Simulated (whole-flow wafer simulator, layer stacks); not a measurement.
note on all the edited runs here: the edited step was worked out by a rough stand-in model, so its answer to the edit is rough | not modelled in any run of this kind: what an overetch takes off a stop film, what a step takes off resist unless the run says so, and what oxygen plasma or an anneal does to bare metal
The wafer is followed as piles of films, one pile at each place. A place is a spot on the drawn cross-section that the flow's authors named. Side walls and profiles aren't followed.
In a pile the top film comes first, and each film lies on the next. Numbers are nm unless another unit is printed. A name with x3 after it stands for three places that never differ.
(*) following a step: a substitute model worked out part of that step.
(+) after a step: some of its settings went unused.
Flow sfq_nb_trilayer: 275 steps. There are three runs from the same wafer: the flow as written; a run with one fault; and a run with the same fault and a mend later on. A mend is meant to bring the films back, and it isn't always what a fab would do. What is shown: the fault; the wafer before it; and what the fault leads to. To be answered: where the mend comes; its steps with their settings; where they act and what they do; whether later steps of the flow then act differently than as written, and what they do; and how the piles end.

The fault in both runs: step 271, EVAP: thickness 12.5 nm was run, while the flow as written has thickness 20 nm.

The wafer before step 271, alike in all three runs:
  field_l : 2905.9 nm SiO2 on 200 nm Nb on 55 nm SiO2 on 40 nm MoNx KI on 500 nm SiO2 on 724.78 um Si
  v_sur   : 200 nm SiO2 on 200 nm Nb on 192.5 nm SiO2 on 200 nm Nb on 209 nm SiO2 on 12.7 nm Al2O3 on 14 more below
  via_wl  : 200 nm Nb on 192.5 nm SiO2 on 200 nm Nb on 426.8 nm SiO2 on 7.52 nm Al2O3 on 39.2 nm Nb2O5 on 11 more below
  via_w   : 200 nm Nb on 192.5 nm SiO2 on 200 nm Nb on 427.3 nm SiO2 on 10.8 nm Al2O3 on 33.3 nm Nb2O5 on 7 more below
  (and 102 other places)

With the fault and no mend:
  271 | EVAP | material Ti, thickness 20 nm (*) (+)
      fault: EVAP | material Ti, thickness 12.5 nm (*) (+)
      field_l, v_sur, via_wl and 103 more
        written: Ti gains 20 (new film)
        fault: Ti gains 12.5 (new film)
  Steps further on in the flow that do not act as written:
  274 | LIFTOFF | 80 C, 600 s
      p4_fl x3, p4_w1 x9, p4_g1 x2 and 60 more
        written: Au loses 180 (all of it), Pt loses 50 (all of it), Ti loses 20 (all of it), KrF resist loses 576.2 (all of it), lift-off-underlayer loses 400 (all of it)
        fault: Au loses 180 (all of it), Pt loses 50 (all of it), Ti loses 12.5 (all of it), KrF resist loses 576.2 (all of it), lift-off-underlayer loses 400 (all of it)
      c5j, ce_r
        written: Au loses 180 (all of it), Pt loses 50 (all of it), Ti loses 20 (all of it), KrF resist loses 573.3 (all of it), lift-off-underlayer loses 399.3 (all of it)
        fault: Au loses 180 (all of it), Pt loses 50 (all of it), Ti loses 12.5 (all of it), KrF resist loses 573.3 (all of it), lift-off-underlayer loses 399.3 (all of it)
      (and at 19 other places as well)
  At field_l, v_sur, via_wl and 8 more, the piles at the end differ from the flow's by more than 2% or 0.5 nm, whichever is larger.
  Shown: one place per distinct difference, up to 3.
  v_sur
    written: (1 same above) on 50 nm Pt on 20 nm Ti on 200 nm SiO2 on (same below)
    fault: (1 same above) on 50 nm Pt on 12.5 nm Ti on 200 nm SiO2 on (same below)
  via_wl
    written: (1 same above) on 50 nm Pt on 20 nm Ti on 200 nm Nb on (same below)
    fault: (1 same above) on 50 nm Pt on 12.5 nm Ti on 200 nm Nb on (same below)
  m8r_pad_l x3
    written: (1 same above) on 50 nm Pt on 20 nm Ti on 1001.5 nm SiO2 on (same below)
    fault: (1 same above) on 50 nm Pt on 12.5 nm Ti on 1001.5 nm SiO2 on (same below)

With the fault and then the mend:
  The mend stands after step 271.
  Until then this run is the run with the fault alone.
  271a | EVAP | material Ti, thickness 7.5 nm (*) (+) (a further turn of the flow's step 271, with different settings)
      field_l, v_sur, via_wl and 103 more
        Ti gains 7.5
  Every later step of the flow that is run acts as written at every place that is followed.
  The piles end the same as the flow's at every place that both follow.
